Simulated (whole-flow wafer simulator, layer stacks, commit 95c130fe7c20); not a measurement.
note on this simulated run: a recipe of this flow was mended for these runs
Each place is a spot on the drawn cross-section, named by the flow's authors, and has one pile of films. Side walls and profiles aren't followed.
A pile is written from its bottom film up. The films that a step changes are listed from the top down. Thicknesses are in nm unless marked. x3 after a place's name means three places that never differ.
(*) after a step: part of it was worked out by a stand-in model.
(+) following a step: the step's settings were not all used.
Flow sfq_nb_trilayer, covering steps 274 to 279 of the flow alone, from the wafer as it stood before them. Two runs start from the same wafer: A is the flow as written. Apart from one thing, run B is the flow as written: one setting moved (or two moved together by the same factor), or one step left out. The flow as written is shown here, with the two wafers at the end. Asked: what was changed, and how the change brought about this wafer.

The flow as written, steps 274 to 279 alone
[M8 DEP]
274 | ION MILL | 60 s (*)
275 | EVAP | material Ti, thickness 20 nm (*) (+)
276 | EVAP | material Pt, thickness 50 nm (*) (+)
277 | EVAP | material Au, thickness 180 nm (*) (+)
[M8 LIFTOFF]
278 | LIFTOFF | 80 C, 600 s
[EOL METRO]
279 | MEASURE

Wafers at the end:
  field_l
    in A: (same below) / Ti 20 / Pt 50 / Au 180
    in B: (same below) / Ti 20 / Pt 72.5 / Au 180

What caused this: step 276, EVAP: thickness 72.5 nm was run, while the flow as written has thickness 50 nm.
The wafer lets one read it off: field_l has Pt 72.5, and step 276 as written asks for 50 nm.

Step by step, how the change led to this:
  276 | EVAP | material Pt, thickness 50 nm (*) (+)
      field_l, v_sur x3, via_wl x2 and 100 more: A +50 Pt (new film) | B +72.5 Pt (new film)
  278 | LIFTOFF | 80 C, 600 s
      p4_fl x5, p4_w1 x9, p3_s0 x11 and 49 more: A -180 Au (all of it), -50 Pt (all of it), -20 Ti (all of it), -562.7 KrF-resist-other-grade (all of it), -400 lift-off-underlayer (all of it) | B -180 Au (all of it), -72.5 Pt (all of it), -20 Ti (all of it), -562.7 KrF-resist-other-grade (all of it), -400 lift-off-underlayer (all of it)
      r_sur, res, r_end: A -180 Au (all of it), -50 Pt (all of it), -20 Ti (all of it), -559.9 KrF-resist-other-grade (all of it), -399.5 lift-off-underlayer (all of it) | B -180 Au (all of it), -72.5 Pt (all of it), -20 Ti (all of it), -559.9 KrF-resist-other-grade (all of it), -399.5 lift-off-underlayer (all of it)
      (also at 18 further places)
